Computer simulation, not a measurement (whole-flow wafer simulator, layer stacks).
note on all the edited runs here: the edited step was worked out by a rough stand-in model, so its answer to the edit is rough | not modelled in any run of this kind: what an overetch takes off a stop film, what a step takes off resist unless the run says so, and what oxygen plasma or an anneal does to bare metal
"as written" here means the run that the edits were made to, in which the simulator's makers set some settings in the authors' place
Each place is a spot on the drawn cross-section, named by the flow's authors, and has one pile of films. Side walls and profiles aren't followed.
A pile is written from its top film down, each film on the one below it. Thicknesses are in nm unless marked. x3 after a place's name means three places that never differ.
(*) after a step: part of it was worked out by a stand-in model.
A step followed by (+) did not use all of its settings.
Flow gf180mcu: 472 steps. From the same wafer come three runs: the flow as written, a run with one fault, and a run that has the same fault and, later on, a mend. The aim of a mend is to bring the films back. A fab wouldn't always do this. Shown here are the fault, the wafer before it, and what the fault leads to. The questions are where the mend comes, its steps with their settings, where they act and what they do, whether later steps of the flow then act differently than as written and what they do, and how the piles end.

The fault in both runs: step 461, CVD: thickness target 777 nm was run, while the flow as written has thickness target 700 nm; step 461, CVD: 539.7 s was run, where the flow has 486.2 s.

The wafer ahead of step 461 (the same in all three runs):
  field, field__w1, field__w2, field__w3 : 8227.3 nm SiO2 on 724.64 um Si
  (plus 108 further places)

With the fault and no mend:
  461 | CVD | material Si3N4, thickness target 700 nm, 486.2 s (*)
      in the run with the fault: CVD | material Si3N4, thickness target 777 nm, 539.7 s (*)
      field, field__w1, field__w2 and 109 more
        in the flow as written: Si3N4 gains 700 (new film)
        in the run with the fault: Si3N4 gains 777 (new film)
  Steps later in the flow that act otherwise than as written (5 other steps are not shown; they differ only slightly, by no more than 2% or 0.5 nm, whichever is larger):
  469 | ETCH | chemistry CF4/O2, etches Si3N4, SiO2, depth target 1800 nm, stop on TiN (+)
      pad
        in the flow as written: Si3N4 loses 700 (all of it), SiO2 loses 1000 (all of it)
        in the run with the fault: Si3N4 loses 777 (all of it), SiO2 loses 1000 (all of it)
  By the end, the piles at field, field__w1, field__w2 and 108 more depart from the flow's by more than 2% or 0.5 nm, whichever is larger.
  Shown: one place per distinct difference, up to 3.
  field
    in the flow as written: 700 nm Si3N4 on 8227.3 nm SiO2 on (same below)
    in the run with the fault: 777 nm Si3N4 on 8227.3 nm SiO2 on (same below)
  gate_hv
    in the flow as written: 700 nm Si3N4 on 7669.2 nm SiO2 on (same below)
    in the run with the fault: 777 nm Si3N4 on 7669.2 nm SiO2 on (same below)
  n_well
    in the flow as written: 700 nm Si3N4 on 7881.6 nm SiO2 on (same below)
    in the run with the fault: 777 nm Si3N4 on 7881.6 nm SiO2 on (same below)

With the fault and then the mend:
  The mend follows step 461.
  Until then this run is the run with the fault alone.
  461a | WET ETCH | chemistry H3PO4, depth target 77 nm, 160 C (a further turn of the flow's step 14, with different settings)
      field, field__w1, field__w2 and 109 more
        Si3N4 loses 77
  Later steps of the flow that are run all act as written at every place that is followed, up to a difference of at most 2% or 0.5 nm, whichever is larger.
  The piles end the same as the flow's at every place that both follow.
